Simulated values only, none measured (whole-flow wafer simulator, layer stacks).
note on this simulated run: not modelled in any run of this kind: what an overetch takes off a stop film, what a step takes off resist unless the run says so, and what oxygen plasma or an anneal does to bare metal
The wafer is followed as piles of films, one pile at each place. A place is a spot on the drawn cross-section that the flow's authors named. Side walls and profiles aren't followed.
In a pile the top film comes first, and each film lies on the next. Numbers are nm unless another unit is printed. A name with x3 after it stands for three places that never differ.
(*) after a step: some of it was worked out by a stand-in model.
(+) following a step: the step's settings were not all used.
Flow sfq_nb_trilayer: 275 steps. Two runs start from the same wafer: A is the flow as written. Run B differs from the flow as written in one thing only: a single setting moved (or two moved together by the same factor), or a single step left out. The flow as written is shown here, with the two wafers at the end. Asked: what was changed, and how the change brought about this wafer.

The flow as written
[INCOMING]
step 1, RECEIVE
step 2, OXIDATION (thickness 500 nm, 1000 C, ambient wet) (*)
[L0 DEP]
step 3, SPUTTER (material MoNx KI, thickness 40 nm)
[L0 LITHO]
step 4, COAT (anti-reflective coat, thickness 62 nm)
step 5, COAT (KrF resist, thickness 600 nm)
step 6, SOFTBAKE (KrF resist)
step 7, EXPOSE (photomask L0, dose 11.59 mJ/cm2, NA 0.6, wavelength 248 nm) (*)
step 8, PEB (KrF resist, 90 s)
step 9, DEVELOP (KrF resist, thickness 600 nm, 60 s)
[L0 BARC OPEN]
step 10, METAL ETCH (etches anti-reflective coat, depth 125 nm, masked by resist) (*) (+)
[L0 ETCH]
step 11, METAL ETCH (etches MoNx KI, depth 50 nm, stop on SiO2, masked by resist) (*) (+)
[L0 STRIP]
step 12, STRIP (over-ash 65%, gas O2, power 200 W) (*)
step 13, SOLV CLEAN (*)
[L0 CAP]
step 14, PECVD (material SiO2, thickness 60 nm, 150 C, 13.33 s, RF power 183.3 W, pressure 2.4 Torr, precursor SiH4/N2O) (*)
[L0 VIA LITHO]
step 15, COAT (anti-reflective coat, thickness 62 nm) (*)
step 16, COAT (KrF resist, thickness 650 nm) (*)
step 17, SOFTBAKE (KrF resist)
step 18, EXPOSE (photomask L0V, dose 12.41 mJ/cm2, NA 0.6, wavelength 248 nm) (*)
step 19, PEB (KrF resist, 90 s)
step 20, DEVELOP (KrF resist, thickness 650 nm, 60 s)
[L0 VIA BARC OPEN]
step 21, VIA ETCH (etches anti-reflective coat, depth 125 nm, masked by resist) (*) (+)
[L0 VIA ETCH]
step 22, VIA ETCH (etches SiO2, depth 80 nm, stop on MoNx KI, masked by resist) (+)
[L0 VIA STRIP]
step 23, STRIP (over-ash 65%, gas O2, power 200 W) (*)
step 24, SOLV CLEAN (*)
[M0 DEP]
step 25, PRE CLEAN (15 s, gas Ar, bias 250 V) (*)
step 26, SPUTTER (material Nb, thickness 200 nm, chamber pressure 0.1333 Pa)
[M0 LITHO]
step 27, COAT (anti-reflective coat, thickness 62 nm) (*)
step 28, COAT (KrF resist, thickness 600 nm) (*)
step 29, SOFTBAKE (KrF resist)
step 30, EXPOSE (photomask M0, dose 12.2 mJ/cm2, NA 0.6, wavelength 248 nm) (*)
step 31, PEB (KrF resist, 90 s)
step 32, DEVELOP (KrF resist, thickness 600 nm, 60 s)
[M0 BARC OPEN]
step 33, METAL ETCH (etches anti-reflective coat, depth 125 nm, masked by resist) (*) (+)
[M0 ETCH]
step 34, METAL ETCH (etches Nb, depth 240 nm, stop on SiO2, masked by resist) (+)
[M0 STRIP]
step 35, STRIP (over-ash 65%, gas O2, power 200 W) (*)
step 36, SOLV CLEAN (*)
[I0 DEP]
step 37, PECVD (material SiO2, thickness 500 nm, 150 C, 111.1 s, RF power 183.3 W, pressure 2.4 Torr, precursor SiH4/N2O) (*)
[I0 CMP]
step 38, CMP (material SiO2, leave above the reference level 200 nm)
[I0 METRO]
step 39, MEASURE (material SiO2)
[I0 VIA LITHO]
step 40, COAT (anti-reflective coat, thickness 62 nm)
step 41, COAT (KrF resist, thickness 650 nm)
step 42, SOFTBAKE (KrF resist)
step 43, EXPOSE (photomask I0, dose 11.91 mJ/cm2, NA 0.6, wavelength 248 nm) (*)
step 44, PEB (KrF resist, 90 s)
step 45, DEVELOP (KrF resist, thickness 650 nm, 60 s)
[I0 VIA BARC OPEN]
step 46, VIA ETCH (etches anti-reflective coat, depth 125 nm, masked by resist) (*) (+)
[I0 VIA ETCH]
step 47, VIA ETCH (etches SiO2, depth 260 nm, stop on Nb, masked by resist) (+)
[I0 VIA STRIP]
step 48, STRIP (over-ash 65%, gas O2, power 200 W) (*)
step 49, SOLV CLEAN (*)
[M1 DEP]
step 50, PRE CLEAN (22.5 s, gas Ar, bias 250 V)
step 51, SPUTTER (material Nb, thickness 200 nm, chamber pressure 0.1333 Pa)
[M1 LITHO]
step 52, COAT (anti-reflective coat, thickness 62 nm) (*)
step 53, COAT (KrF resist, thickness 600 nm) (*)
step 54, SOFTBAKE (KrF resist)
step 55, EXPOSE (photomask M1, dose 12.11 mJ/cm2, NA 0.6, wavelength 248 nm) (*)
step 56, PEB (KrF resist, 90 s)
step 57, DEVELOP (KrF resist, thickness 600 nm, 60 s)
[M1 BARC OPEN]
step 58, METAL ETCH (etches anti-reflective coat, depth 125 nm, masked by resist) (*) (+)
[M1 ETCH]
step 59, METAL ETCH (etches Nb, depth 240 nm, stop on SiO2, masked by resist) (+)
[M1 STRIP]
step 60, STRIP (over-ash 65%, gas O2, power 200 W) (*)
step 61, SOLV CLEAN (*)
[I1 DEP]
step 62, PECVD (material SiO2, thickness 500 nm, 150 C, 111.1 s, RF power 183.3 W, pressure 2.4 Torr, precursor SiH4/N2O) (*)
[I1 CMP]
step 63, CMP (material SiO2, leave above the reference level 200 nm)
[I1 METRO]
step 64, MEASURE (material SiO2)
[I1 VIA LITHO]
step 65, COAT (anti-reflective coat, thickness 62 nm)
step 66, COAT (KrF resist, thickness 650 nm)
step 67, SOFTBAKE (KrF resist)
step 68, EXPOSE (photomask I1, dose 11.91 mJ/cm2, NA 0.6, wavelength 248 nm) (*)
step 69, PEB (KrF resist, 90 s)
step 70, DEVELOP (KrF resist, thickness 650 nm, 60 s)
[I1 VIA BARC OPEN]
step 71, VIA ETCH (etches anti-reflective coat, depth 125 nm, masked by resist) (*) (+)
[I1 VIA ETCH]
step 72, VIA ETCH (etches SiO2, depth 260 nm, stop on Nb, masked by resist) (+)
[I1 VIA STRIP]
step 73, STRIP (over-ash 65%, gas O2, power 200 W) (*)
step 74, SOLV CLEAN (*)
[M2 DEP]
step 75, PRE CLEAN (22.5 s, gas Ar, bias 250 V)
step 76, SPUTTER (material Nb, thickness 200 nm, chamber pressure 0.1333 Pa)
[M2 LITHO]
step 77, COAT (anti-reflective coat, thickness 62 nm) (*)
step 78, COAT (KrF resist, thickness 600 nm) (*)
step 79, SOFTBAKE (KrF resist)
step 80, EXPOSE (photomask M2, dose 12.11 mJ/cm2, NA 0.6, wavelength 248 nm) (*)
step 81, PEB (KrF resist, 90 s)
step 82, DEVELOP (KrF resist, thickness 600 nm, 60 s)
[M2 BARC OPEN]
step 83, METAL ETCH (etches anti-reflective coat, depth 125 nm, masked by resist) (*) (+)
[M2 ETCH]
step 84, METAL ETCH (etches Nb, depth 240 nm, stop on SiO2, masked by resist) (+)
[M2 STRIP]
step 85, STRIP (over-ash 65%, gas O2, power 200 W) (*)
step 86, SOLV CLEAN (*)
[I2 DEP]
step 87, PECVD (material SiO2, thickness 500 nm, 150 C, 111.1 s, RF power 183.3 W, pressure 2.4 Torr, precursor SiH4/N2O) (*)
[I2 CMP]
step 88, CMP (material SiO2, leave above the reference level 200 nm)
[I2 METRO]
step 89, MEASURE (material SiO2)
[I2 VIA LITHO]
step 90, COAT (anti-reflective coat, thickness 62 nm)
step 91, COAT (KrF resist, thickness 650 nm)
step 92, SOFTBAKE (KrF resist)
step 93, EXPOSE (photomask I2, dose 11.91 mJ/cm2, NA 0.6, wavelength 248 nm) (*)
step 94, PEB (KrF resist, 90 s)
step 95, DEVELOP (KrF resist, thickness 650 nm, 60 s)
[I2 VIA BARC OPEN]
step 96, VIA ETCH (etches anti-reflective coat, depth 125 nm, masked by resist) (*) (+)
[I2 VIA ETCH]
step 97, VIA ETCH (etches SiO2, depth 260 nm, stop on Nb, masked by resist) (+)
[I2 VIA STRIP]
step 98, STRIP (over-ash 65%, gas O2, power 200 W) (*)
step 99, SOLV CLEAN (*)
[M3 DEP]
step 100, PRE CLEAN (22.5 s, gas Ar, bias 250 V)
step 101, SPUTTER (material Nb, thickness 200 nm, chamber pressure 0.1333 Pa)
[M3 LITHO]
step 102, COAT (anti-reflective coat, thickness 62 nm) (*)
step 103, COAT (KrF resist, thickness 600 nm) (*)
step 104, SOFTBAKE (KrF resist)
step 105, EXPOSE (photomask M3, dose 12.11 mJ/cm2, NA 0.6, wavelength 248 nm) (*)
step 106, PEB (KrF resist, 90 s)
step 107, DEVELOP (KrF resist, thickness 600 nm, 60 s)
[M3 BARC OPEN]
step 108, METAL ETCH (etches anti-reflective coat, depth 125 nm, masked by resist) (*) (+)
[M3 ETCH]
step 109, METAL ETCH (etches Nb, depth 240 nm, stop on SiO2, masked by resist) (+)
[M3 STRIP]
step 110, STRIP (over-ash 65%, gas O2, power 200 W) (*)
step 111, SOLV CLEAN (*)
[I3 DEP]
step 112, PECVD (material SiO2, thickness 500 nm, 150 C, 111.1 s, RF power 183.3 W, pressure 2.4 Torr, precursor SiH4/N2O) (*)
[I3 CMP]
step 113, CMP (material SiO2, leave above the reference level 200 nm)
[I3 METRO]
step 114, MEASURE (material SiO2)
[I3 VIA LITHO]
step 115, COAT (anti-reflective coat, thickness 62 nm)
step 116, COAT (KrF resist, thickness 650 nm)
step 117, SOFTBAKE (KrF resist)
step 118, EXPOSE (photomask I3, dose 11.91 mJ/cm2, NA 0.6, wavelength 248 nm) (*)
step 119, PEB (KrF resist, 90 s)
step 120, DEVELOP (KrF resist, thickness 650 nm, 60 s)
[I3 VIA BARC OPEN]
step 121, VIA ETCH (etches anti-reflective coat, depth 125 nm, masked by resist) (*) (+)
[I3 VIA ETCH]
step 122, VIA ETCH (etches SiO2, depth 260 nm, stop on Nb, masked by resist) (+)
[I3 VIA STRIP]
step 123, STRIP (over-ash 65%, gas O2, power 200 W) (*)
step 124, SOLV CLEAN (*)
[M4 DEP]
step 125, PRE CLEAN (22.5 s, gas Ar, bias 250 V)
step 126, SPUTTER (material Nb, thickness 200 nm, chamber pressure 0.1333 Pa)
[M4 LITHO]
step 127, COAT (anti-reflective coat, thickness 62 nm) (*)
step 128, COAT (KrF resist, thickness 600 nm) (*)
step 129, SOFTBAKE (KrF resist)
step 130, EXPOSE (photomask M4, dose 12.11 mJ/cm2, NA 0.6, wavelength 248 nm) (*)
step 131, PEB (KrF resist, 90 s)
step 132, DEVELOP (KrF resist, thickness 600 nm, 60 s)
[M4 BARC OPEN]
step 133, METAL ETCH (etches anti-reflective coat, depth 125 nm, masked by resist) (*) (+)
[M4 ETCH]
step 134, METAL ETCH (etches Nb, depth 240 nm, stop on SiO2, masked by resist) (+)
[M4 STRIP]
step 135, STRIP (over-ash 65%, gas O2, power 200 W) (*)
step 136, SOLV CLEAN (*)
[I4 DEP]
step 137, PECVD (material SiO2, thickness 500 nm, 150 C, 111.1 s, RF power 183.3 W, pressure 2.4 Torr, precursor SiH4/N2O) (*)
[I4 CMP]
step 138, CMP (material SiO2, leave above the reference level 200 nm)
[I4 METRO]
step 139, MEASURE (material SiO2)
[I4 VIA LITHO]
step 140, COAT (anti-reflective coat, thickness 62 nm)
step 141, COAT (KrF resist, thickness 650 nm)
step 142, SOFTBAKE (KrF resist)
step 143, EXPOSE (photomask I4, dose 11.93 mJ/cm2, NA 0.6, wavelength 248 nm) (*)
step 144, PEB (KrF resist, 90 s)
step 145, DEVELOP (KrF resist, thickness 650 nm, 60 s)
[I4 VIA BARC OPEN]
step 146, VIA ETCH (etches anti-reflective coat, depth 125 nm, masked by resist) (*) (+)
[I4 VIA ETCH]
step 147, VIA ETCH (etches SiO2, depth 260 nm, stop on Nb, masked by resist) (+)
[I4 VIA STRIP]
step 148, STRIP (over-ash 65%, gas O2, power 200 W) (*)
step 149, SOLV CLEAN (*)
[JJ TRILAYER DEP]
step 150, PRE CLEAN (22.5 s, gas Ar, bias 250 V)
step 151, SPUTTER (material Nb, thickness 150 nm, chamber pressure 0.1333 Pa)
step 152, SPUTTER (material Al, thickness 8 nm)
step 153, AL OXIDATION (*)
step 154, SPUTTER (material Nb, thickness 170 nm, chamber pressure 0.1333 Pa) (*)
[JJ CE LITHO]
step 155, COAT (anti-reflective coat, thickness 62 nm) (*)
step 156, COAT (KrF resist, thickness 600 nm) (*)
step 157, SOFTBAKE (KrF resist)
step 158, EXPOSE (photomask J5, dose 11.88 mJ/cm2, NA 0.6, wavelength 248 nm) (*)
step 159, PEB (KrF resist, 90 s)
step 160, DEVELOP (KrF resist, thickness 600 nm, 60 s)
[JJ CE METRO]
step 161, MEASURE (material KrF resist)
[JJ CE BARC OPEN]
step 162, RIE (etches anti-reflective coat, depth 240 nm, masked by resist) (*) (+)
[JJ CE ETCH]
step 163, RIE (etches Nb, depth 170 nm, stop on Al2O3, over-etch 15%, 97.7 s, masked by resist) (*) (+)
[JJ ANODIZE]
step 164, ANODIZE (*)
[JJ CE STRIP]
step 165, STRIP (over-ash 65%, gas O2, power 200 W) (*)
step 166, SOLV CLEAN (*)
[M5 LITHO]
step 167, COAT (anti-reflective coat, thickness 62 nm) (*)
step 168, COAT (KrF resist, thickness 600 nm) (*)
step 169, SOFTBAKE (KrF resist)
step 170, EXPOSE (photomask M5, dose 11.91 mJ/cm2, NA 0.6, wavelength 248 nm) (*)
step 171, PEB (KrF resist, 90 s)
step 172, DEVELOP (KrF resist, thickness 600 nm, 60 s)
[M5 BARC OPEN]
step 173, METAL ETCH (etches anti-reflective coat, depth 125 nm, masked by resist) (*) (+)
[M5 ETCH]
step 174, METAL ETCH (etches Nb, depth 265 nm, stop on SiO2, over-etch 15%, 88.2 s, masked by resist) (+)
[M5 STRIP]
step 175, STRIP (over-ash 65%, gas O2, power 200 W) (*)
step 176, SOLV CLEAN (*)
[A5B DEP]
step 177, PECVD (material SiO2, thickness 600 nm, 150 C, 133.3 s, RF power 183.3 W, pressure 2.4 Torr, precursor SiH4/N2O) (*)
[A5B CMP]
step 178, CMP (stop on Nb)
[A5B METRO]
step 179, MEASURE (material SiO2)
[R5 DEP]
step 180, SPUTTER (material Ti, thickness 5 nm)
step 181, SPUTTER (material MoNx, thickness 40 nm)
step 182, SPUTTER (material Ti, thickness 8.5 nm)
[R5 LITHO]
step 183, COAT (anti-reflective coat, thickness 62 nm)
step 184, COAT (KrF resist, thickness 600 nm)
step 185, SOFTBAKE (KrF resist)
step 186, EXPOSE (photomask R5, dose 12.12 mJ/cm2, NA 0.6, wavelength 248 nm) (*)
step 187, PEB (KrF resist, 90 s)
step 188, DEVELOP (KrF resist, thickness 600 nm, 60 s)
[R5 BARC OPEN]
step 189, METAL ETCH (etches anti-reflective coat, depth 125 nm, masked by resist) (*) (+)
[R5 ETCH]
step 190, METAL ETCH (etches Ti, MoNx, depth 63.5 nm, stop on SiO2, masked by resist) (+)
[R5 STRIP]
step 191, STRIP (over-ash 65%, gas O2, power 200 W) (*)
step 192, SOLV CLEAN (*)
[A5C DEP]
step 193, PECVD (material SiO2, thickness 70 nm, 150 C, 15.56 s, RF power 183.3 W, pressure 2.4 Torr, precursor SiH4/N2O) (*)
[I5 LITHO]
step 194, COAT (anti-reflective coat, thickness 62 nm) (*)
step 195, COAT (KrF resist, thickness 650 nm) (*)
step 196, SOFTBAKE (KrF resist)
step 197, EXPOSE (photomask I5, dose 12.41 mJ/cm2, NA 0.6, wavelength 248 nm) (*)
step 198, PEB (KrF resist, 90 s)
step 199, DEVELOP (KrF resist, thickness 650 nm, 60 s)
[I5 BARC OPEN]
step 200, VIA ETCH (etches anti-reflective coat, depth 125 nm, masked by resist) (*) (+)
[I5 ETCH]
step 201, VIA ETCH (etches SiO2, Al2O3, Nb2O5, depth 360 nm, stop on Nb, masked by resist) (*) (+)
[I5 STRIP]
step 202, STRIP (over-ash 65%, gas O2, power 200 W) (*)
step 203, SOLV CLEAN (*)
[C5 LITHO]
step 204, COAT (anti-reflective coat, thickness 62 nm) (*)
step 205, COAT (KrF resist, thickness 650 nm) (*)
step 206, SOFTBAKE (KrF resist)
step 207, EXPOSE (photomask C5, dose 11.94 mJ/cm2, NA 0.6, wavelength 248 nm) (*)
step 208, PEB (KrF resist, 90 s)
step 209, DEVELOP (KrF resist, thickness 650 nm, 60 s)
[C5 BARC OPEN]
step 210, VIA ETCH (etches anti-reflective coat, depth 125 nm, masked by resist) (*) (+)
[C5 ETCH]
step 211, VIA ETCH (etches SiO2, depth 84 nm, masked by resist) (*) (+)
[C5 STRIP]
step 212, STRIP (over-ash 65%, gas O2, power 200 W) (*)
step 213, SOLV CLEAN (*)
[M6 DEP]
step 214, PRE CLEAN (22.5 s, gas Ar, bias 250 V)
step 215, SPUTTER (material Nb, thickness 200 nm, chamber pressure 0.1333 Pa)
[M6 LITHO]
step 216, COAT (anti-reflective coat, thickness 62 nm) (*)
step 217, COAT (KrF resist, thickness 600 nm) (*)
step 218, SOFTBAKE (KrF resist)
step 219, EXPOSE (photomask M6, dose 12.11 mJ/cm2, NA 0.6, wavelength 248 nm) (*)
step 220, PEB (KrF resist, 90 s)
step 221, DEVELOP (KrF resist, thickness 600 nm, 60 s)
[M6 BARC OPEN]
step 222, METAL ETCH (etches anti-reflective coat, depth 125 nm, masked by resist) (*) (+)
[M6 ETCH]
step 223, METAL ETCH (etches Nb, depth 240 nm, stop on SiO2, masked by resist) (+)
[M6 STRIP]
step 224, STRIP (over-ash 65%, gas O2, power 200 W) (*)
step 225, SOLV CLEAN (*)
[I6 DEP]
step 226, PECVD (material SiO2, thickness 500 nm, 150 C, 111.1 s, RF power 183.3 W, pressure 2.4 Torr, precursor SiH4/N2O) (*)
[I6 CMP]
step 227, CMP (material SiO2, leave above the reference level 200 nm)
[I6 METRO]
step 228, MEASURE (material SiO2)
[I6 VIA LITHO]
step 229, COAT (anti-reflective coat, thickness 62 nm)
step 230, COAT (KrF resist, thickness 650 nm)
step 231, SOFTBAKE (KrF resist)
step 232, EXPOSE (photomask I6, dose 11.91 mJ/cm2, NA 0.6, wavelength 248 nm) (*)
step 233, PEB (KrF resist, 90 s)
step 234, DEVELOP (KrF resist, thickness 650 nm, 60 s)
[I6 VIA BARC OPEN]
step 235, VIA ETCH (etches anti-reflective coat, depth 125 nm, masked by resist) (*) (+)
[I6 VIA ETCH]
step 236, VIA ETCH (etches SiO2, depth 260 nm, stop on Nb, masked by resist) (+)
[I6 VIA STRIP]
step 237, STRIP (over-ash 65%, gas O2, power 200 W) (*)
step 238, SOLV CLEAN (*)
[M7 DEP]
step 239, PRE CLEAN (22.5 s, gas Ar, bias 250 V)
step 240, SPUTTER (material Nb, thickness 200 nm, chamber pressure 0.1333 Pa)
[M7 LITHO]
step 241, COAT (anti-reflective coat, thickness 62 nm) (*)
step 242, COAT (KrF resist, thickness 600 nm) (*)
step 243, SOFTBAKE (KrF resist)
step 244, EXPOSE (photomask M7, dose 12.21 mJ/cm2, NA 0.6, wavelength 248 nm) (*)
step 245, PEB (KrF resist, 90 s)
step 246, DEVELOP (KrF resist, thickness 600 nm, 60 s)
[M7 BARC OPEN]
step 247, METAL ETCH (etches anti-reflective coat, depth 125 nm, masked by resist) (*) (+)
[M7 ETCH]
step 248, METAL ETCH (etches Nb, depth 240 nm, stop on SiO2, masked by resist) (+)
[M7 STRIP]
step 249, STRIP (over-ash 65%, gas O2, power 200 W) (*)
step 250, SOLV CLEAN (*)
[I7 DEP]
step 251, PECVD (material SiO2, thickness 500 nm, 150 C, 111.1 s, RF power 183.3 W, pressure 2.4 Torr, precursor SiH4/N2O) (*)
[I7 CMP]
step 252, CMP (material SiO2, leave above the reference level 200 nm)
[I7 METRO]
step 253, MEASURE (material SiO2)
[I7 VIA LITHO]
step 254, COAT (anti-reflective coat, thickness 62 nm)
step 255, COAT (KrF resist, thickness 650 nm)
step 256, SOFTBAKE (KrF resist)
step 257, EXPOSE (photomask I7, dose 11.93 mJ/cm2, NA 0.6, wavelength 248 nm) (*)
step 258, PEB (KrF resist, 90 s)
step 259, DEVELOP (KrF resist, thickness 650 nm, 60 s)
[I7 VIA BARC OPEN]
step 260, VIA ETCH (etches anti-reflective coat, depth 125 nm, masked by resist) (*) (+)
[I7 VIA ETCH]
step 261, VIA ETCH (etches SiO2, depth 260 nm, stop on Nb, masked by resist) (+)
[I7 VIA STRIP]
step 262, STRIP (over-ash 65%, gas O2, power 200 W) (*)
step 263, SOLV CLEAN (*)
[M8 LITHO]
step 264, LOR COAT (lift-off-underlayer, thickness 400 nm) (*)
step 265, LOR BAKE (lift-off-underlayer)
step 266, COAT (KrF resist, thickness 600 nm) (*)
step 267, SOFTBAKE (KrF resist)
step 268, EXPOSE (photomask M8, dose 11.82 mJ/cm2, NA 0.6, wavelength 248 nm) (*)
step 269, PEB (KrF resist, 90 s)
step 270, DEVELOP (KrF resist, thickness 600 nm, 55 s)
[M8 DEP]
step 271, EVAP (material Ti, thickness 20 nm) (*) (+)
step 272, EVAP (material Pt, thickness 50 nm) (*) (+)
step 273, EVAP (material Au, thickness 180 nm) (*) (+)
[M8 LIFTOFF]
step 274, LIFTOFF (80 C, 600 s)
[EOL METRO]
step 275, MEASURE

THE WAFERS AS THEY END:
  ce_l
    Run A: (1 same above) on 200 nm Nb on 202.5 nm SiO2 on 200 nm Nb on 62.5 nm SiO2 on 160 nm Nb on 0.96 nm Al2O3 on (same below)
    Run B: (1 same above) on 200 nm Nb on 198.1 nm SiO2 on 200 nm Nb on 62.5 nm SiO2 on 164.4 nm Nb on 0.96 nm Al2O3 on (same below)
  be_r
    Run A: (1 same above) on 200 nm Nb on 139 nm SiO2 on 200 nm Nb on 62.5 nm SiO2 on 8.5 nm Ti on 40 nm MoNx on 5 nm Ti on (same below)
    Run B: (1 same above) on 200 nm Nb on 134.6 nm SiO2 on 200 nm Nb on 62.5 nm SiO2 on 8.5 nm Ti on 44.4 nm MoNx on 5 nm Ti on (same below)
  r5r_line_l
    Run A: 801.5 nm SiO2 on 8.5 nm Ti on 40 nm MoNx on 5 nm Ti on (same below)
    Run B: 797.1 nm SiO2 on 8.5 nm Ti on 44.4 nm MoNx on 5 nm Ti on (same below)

What caused this: step 181, SPUTTER: thickness 44.4 nm was run, though the flow has thickness 40 nm.
The wafer lets one read it off: be_r has MoNx 44.4, and step 181 as written asks for 40 nm.

The path from the change to this, step by step:
  step 181, SPUTTER (material MoNx, thickness 40 nm)
      field_l, v_sur, via_wl and 103 more: A MoNx gains 40 (new film) | B MoNx gains 44.4 (new film)
  step 190, METAL ETCH (etches Ti, MoNx, depth 63.5 nm, stop on SiO2, masked by resist) (+)
      field_l, v_sur, via_wl and 92 more: A Ti loses 8.5 (all of it), MoNx loses 40 (all of it), Ti loses 5 (all of it) | B Ti loses 8.5 (all of it), MoNx loses 44.4 (all of it), Ti loses 5 (all of it)
      ce_l, c5j, ce_r, wl_jj: A Ti loses 8.5 (all of it), MoNx loses 40 (all of it), Ti loses 5 (all of it), Nb loses 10 | B Ti loses 8.5 (all of it), MoNx loses 44.4 (all of it), Ti loses 5 (all of it), Nb loses 5.6
  step 194, COAT (anti-reflective coat, thickness 62 nm) (*)
      r5r_spacepad_l, r5r_spacepad_r: A anti-reflective coat gains 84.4 (new film) | B anti-reflective coat gains 86.3 (new film)
      ce_l: A anti-reflective coat gains 67.2 (new film) | B anti-reflective coat gains 65.2 (new film)
      (also at 3 further places)
  step 202, STRIP (over-ash 65%, gas O2, power 200 W) (*)
      r5r_spacepad_l, r5r_spacepad_r: A KrF resist loses 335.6 (all of it), anti-reflective coat loses 84.4 (all of it) | B KrF resist loses 335.8 (all of it), anti-reflective coat loses 86.3 (all of it)
      ce_l: A KrF resist loses 341.5 (all of it), anti-reflective coat loses 67.2 (all of it) | B KrF resist loses 340.3 (all of it), anti-reflective coat loses 65.2 (all of it)
      (also at 3 further places)
  step 204, COAT (anti-reflective coat, thickness 62 nm) (*)
      r5r_spacepad_l, r5r_spacepad_r: A anti-reflective coat gains 84.4 (new film) | B anti-reflective coat gains 86.3 (new film)
      ce_l: A anti-reflective coat gains 66 (new film) | B anti-reflective coat gains 64.1 (new film)
      (also at 3 further places)
  step 212, STRIP (over-ash 65%, gas O2, power 200 W) (*)
      r5r_spacepad_l, r5r_spacepad_r: A KrF resist loses 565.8 (all of it), anti-reflective coat loses 84.4 (all of it) | B KrF resist loses 566.2 (all of it), anti-reflective coat loses 86.3 (all of it)
      ce_l: A KrF resist loses 567.4 (all of it), anti-reflective coat loses 66 (all of it) | B KrF resist loses 566.6 (all of it), anti-reflective coat loses 64.1 (all of it)
      (also at 3 further places)
  step 216, COAT (anti-reflective coat, thickness 62 nm) (*)
      r5r_spacepad_l, r5r_spacepad_r: A anti-reflective coat gains 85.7 (new film) | B anti-reflective coat gains 87.9 (new film)
      ce_l: A anti-reflective coat gains 48 (new film) | B anti-reflective coat gains 46.7 (new film)
      (also at 3 further places)
  step 222, METAL ETCH (etches anti-reflective coat, depth 125 nm, masked by resist) (*) (+)
      r5r_spacepad_l, r5r_spacepad_r: A anti-reflective coat loses 85.7 (all of it) | B anti-reflective coat loses 87.9 (all of it)
  step 224, STRIP (over-ash 65%, gas O2, power 200 W) (*)
      ce_l: A KrF resist loses 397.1 (all of it), anti-reflective coat loses 48 (all of it) | B KrF resist loses 395.4 (all of it), anti-reflective coat loses 46.7 (all of it)
      ce_r: A KrF resist loses 403.5 (all of it), anti-reflective coat loses 48.8 (all of it) | B KrF resist loses 402.4 (all of it), anti-reflective coat loses 47.3 (all of it)
      (also at 2 further places)
  step 227, CMP (material SiO2, leave above the reference level 200 nm)
      r5r_line_l, r5r_spacepad_l, r5r_spacepad_r, r5r_line_c, r5r_line_r: A SiO2 loses 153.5 | B SiO2 loses 157.9
